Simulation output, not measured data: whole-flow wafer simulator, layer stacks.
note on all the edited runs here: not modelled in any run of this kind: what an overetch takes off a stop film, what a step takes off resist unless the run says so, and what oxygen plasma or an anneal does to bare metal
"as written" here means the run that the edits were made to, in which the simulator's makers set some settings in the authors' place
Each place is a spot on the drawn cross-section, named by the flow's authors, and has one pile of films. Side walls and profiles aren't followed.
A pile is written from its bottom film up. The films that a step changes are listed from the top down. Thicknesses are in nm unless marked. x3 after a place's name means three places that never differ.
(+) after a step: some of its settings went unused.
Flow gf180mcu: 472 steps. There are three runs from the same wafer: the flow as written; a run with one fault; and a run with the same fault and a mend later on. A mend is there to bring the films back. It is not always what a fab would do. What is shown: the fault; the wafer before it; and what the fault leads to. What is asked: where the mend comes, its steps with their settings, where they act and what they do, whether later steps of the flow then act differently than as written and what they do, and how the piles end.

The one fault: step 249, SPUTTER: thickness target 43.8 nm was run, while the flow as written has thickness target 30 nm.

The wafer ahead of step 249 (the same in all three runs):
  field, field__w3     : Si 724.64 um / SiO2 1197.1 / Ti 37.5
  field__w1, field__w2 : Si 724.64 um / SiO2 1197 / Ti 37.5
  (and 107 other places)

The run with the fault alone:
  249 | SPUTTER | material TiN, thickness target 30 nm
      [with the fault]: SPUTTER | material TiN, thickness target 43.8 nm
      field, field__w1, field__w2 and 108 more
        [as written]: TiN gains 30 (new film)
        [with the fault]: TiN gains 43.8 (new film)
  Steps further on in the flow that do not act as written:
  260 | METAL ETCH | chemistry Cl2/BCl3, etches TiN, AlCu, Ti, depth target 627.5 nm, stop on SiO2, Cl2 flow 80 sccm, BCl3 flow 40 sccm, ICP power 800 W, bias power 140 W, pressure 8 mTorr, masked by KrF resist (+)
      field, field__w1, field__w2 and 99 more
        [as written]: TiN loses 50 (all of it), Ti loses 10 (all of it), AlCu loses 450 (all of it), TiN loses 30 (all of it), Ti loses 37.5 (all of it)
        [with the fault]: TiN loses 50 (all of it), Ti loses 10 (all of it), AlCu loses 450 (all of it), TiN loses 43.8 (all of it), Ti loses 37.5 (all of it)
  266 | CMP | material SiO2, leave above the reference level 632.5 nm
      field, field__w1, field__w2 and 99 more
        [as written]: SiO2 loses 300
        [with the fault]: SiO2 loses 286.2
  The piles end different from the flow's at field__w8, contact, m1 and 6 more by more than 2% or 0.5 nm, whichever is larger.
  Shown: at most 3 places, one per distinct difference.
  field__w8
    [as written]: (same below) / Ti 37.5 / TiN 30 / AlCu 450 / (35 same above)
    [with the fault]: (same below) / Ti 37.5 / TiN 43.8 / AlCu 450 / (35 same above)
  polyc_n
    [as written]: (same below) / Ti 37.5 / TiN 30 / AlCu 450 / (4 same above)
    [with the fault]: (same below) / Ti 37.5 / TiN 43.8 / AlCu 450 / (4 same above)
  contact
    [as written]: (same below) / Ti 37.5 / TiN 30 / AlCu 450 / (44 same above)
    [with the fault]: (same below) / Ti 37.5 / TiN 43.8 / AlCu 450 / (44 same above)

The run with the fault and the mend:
  The mend stands after step 249.
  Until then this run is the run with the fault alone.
  249a | METAL ETCH | chemistry Cl2/BCl3, etches TiN, AlCu, Ti, depth target 13.8 nm, Cl2 flow 80 sccm, BCl3 flow 40 sccm, ICP power 800 W, bias power 140 W, pressure 8 mTorr
      field, field__w1, field__w2 and 108 more
        TiN loses 13.8
  None of the later steps of the flow acts differently than as written at any place that is followed.
  The piles end the same as the flow's at every place that both follow.
